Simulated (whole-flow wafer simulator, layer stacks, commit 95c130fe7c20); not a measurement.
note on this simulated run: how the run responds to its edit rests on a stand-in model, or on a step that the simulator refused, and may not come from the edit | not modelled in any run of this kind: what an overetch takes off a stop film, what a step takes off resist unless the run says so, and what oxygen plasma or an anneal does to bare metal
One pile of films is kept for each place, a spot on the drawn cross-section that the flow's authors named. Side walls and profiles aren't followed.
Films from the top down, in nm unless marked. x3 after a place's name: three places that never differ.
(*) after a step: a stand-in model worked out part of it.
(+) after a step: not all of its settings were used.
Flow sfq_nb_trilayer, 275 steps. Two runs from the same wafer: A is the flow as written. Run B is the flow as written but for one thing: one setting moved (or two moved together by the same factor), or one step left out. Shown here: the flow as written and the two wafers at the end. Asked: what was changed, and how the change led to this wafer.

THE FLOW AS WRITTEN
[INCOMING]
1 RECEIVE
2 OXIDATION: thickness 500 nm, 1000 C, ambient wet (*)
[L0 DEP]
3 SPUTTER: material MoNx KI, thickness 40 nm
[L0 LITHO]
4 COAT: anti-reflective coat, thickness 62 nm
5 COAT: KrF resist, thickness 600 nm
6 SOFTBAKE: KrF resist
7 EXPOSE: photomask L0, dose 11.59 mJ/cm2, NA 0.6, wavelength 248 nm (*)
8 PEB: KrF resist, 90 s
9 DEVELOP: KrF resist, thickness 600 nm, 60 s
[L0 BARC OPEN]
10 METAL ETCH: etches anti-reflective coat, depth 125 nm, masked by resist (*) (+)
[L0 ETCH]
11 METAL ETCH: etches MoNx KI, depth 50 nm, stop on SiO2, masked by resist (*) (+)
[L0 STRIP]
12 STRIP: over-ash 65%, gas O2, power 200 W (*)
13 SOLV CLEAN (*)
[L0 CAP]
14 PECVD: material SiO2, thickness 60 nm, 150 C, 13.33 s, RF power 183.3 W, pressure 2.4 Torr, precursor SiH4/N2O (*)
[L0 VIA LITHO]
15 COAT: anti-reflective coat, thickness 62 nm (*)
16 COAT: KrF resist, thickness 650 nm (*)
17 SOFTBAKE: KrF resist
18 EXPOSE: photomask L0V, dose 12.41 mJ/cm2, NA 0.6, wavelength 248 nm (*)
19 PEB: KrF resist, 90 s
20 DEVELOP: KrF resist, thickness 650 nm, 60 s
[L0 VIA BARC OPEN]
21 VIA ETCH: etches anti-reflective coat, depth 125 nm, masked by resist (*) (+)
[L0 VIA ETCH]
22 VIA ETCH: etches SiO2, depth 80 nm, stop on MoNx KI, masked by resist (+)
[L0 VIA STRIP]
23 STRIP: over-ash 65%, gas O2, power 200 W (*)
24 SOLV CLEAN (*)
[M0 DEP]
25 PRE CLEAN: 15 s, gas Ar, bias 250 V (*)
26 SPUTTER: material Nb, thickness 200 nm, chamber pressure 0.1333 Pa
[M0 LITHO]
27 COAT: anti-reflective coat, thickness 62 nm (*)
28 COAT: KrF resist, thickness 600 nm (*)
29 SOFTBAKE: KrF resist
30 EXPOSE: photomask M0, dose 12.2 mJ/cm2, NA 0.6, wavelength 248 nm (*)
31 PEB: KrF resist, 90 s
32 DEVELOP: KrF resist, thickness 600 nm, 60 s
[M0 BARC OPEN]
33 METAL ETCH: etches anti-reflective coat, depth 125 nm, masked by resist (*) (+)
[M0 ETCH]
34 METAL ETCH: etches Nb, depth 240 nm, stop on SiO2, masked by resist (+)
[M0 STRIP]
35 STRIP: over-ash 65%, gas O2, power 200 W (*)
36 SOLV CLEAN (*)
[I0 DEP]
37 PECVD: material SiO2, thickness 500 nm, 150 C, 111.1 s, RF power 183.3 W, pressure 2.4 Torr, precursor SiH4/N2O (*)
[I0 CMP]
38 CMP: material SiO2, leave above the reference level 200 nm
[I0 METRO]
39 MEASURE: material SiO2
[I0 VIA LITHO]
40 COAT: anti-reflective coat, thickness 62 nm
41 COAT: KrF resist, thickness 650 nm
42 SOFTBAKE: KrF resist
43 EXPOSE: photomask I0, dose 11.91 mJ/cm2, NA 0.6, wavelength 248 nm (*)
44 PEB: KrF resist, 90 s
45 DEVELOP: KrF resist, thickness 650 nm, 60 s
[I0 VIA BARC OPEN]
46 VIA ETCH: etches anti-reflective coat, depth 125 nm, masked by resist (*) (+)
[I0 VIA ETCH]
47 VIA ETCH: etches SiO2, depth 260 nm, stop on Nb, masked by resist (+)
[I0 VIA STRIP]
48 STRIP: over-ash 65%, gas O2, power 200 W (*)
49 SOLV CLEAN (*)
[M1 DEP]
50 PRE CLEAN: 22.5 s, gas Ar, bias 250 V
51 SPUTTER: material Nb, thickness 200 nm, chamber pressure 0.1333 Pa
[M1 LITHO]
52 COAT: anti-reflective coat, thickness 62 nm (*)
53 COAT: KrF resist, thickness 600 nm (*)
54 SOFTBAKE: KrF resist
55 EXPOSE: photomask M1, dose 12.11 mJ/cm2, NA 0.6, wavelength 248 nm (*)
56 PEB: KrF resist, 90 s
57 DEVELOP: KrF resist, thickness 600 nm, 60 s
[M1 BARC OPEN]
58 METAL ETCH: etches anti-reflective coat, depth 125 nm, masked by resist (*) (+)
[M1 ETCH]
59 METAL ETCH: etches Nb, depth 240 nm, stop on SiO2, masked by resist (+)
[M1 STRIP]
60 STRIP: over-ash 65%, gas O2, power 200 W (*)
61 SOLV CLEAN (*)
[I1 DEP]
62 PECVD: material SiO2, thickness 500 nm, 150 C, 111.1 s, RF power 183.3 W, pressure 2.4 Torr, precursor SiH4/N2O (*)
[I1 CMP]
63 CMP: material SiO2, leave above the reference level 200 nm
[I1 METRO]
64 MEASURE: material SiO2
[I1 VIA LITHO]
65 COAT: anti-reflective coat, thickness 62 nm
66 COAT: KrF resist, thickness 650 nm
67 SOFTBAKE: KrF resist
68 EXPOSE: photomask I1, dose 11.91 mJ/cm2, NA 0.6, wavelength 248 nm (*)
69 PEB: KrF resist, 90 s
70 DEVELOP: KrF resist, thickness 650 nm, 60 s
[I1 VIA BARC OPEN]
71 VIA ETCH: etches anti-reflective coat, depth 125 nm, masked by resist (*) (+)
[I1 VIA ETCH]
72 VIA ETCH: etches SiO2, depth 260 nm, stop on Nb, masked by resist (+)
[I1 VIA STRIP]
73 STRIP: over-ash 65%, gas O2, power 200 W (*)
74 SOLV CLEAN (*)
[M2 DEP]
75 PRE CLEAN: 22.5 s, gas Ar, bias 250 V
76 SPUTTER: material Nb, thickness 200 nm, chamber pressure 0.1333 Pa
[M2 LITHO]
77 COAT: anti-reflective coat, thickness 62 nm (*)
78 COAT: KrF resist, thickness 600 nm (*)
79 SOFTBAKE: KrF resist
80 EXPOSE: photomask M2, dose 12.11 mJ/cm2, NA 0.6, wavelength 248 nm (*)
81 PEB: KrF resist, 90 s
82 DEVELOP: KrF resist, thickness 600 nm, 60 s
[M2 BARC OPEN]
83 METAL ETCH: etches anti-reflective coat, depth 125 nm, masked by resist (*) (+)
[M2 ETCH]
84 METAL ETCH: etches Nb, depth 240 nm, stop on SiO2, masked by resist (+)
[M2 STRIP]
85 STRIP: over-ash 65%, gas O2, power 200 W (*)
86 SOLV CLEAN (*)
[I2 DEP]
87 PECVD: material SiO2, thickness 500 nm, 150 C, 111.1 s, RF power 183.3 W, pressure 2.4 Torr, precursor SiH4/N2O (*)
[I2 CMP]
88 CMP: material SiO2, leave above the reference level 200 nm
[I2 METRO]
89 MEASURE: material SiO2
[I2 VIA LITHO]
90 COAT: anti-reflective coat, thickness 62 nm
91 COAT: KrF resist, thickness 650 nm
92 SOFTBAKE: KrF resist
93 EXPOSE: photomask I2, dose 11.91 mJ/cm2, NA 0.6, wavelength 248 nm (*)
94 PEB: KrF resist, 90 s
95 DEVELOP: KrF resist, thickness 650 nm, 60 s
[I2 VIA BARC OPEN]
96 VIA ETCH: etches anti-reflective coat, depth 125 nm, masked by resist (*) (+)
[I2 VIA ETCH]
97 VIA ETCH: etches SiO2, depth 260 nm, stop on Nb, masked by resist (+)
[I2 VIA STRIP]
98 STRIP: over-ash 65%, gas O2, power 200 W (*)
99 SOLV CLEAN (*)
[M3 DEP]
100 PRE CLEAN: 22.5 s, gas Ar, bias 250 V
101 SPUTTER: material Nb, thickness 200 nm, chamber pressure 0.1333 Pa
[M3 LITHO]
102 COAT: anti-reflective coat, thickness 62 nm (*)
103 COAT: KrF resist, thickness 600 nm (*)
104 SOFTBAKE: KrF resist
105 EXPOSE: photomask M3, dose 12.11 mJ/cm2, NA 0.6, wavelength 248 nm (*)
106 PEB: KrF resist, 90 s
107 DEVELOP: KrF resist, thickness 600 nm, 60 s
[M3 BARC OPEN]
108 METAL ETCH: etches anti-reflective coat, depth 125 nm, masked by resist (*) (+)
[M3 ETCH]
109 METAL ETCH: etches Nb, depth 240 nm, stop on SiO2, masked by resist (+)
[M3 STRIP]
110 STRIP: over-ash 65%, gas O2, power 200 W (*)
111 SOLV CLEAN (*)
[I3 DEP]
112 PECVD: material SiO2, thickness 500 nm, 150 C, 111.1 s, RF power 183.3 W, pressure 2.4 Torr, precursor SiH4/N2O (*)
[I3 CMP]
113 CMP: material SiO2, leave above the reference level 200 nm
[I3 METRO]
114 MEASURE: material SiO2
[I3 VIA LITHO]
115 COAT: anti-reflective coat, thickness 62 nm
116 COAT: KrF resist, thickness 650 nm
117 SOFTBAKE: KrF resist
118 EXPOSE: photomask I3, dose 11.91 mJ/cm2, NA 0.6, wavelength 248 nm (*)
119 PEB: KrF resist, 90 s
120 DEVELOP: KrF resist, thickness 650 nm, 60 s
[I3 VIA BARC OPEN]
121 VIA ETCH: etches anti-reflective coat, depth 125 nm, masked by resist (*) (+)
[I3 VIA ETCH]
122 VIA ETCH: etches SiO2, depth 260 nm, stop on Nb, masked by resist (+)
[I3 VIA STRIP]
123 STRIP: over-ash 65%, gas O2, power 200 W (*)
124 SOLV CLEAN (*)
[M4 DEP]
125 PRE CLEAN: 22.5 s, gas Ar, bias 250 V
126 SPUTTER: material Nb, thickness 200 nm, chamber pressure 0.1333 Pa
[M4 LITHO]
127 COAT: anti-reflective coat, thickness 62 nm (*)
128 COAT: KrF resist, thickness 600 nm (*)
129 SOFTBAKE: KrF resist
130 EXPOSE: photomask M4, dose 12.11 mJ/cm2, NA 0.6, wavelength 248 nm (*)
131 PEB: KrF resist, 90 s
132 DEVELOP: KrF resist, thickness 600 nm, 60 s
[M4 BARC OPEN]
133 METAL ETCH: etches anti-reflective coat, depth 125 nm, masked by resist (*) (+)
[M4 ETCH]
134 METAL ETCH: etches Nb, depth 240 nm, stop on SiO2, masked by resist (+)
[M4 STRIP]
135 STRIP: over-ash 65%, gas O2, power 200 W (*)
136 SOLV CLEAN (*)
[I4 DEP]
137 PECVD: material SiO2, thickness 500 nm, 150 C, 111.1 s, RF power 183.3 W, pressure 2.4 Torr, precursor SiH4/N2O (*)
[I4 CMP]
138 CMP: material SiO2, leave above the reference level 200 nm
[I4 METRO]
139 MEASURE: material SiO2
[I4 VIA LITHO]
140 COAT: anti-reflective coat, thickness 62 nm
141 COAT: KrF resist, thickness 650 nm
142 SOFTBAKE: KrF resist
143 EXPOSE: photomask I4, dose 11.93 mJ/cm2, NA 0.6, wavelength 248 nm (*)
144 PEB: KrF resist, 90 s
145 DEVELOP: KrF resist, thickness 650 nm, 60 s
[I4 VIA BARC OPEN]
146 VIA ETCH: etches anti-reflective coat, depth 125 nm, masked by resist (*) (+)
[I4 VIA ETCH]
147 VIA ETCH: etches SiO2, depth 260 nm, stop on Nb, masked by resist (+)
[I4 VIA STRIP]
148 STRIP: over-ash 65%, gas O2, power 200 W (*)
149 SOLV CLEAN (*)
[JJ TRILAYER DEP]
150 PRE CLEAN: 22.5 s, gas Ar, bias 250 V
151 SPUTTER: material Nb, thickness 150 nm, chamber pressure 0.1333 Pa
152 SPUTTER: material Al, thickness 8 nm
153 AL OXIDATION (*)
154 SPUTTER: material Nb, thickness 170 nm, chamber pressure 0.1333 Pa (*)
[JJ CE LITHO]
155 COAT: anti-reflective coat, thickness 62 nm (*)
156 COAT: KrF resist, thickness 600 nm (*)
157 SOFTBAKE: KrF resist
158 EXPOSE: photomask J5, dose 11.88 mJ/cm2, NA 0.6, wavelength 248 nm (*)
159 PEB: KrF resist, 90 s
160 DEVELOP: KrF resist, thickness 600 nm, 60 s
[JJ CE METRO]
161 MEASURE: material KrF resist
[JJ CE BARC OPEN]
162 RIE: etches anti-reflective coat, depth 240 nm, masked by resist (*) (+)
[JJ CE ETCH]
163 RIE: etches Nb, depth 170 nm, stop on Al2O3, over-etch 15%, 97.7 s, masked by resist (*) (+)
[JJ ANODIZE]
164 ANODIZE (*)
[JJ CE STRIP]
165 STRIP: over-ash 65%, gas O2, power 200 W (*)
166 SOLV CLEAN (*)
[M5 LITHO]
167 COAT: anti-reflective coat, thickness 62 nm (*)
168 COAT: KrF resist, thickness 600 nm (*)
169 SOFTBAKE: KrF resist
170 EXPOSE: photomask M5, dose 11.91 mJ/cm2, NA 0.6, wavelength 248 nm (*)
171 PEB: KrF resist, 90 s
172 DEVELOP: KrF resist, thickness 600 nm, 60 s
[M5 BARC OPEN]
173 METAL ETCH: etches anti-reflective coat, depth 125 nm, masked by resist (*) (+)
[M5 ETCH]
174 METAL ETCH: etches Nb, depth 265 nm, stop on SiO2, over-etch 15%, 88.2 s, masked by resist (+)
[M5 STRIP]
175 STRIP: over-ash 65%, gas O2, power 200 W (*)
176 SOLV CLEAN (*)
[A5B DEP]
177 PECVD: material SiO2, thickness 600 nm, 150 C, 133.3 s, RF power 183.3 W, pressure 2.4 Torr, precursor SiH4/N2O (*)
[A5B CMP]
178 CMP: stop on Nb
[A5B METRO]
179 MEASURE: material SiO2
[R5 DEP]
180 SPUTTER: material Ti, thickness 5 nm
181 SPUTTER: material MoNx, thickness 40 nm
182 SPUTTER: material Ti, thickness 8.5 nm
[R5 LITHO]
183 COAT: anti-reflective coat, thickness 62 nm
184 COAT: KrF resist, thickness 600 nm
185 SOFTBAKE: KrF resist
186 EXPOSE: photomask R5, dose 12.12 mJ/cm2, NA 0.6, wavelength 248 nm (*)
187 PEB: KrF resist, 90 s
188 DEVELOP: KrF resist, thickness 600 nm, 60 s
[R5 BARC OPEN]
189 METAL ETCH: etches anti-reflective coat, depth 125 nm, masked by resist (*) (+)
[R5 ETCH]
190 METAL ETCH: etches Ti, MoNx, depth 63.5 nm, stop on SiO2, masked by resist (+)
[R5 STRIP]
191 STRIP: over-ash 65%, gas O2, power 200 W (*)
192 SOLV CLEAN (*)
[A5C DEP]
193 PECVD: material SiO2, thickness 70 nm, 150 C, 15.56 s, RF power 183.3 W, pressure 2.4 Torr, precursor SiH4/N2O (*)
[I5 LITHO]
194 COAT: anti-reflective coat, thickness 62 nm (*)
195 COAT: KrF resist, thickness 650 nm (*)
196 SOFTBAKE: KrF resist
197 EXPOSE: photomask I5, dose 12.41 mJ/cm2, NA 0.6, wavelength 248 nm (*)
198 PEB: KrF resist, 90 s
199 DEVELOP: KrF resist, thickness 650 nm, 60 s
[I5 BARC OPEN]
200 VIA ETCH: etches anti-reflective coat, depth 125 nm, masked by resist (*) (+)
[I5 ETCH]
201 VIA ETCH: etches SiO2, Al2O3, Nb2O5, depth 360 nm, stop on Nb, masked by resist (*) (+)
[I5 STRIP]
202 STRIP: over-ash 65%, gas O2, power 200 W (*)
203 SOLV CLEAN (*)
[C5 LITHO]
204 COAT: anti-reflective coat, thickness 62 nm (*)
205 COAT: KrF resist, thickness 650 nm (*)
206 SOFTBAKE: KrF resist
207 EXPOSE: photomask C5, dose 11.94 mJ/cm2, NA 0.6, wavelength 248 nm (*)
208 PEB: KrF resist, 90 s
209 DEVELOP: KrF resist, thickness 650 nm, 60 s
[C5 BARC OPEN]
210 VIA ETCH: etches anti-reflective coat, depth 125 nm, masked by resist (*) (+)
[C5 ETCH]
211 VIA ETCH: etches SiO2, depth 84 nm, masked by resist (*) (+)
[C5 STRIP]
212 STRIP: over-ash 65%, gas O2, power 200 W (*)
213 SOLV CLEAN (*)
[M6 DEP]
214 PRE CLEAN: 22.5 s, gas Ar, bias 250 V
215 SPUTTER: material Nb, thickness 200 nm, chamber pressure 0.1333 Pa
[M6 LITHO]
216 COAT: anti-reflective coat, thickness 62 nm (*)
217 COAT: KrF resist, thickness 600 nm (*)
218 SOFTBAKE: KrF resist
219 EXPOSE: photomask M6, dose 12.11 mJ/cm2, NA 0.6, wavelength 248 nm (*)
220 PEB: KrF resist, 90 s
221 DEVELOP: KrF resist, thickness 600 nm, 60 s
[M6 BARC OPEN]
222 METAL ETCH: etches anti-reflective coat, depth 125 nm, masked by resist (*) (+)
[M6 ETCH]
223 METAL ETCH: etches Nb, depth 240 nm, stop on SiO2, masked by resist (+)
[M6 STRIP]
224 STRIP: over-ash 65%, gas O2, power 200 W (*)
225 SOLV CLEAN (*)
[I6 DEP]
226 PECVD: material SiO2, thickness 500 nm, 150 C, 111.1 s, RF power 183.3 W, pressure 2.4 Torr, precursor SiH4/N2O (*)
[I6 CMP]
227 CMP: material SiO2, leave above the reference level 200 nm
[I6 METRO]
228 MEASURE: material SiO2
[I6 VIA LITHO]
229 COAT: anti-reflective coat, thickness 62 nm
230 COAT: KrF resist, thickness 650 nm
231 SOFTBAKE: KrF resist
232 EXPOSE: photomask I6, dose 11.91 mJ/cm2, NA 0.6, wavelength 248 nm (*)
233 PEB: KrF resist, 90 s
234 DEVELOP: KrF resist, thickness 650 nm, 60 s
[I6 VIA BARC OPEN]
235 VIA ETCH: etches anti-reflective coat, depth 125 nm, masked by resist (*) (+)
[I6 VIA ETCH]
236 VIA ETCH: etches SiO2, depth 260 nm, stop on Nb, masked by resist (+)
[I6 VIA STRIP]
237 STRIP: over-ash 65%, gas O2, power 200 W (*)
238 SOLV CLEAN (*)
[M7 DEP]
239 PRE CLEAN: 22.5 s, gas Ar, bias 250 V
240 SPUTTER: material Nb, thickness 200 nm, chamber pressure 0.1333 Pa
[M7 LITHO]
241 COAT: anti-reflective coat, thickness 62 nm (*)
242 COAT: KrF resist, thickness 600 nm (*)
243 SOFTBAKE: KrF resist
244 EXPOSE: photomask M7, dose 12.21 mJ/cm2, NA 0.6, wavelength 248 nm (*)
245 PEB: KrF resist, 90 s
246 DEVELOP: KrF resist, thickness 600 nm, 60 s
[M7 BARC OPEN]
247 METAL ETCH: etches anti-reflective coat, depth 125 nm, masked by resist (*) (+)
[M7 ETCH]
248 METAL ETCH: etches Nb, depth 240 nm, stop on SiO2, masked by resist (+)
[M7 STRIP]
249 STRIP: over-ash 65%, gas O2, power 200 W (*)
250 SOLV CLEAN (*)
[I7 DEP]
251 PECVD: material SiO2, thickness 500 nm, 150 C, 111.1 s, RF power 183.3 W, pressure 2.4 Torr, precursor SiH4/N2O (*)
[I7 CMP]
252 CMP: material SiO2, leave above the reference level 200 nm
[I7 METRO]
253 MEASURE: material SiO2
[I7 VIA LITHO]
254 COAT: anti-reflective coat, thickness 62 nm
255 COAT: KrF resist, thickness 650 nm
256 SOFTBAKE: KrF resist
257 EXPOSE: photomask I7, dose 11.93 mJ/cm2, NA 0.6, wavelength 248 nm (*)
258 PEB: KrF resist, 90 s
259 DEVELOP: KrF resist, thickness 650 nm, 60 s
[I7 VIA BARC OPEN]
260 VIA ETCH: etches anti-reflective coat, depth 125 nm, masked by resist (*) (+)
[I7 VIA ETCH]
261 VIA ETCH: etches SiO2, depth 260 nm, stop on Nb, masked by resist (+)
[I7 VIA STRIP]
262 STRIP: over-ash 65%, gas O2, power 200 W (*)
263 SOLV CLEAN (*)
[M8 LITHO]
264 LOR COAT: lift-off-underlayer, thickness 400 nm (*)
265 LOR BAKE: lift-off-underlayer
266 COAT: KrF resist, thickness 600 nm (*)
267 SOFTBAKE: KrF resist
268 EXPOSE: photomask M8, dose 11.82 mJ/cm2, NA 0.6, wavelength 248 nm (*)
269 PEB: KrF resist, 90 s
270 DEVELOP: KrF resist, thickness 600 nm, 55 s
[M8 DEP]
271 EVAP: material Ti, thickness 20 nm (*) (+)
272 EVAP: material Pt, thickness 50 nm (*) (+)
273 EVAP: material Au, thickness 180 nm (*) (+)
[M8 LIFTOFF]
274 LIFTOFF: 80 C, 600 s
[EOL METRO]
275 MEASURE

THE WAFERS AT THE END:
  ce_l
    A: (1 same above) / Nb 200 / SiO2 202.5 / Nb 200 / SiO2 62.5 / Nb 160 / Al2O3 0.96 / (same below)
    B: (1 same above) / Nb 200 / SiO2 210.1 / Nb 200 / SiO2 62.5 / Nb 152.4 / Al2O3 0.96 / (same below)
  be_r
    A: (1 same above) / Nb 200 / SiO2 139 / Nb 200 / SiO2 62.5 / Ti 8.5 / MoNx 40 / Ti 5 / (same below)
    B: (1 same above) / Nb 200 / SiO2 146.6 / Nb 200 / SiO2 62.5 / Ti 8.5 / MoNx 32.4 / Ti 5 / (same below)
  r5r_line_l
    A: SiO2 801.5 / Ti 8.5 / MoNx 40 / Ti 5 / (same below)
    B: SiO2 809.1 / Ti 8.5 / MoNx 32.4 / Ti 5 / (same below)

The cause: step 181, SPUTTER: thickness 32.4 nm was run, where the flow has thickness 40 nm.
It can be read off the wafer: be_r has MoNx 32.4, and step 181 as written asks for 40 nm.

How the change led to this, step by step:
  181 SPUTTER: material MoNx, thickness 40 nm
      field_l, v_sur, via_wl and 103 more: A MoNx +40 (new film) | B MoNx +32.4 (new film)
  190 METAL ETCH: etches Ti, MoNx, depth 63.5 nm, stop on SiO2, masked by resist (+)
      field_l, v_sur, via_wl and 92 more: A Ti -8.5 (all of it), MoNx -40 (all of it), Ti -5 (all of it) | B Ti -8.5 (all of it), MoNx -32.4 (all of it), Ti -5 (all of it)
      ce_l, c5j, ce_r, wl_jj: A Ti -8.5 (all of it), MoNx -40 (all of it), Ti -5 (all of it), Nb -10 | B Ti -8.5 (all of it), MoNx -32.4 (all of it), Ti -5 (all of it), Nb -17.6
  194 COAT: anti-reflective coat, thickness 62 nm (*)
      wl_j_sl, wl_j_sr: A anti-reflective coat +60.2 (new film) | B anti-reflective coat +58.8 (new film)
      r5r_spacepad_l, r5r_spacepad_r: A anti-reflective coat +84.4 (new film) | B anti-reflective coat +81.1 (new film)
      (and at 11 more places)
  202 STRIP: over-ash 65%, gas O2, power 200 W (*)
      wl_j_sl, wl_j_sr: A KrF resist -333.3 (all of it), anti-reflective coat -60.2 (all of it) | B KrF resist -333.5 (all of it), anti-reflective coat -58.8 (all of it)
      r5r_spacepad_l, r5r_spacepad_r: A KrF resist -335.6 (all of it), anti-reflective coat -84.4 (all of it) | B KrF resist -335.3 (all of it), anti-reflective coat -81.1 (all of it)
      (and at 11 more places)
  204 COAT: anti-reflective coat, thickness 62 nm (*)
      wl_j_sl, wl_j_sr: A anti-reflective coat +60.2 (new film) | B anti-reflective coat +58.8 (new film)
      r5r_spacepad_l, r5r_spacepad_r: A anti-reflective coat +84.4 (new film) | B anti-reflective coat +81.1 (new film)
      (and at 11 more places)
  210 VIA ETCH: etches anti-reflective coat, depth 125 nm, masked by resist (*) (+)
      c5j: A anti-reflective coat -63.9 (all of it), SiO2 -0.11 | B anti-reflective coat -66 (all of it), SiO2 -0.1
  212 STRIP: over-ash 65%, gas O2, power 200 W (*)
      wl_j_sl, wl_j_sr: A KrF resist -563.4 (all of it), anti-reflective coat -60.2 (all of it) | B KrF resist -563 (all of it), anti-reflective coat -58.8 (all of it)
      r5r_spacepad_l, r5r_spacepad_r: A KrF resist -565.8 (all of it), anti-reflective coat -84.4 (all of it) | B KrF resist -564.9 (all of it), anti-reflective coat -81.1 (all of it)
      (and at 10 more places)
  216 COAT: anti-reflective coat, thickness 62 nm (*)
      r5r_line_l, r5r_line_c, r5r_line_r: A anti-reflective coat +50 (new film) | B anti-reflective coat +51.3 (new film)
      wl_j_sl, wl_j_sr: A anti-reflective coat +60.2 (new film) | B anti-reflective coat +58.9 (new film)
      (and at 10 more places)
  222 METAL ETCH: etches anti-reflective coat, depth 125 nm, masked by resist (*) (+)
      r5r_line_l, r5r_line_c, r5r_line_r: A anti-reflective coat -50 (all of it) | B anti-reflective coat -51.3 (all of it)
      r5r_spacepad_l, r5r_spacepad_r: A anti-reflective coat -85.7 (all of it) | B anti-reflective coat -82 (all of it)
      (and at 1 more place)
  224 STRIP: over-ash 65%, gas O2, power 200 W (*)
      wl_j_sl, wl_j_sr: A KrF resist -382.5 (all of it), anti-reflective coat -60.2 (all of it) | B KrF resist -382.6 (all of it), anti-reflective coat -58.9 (all of it)
      jj_sur: A KrF resist -378.5 (all of it), anti-reflective coat -56.1 (all of it) | B KrF resist -378.2 (all of it), anti-reflective coat -54.6 (all of it)
      (and at 6 more places)
  227 CMP: material SiO2, leave above the reference level 200 nm
      ce_l, ce_r, wl_jj: A SiO2 -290 | B SiO2 -282.4
      be_r, r_sur, r_end: A SiO2 -353.5 | B SiO2 -345.9
      (and at 7 more places)
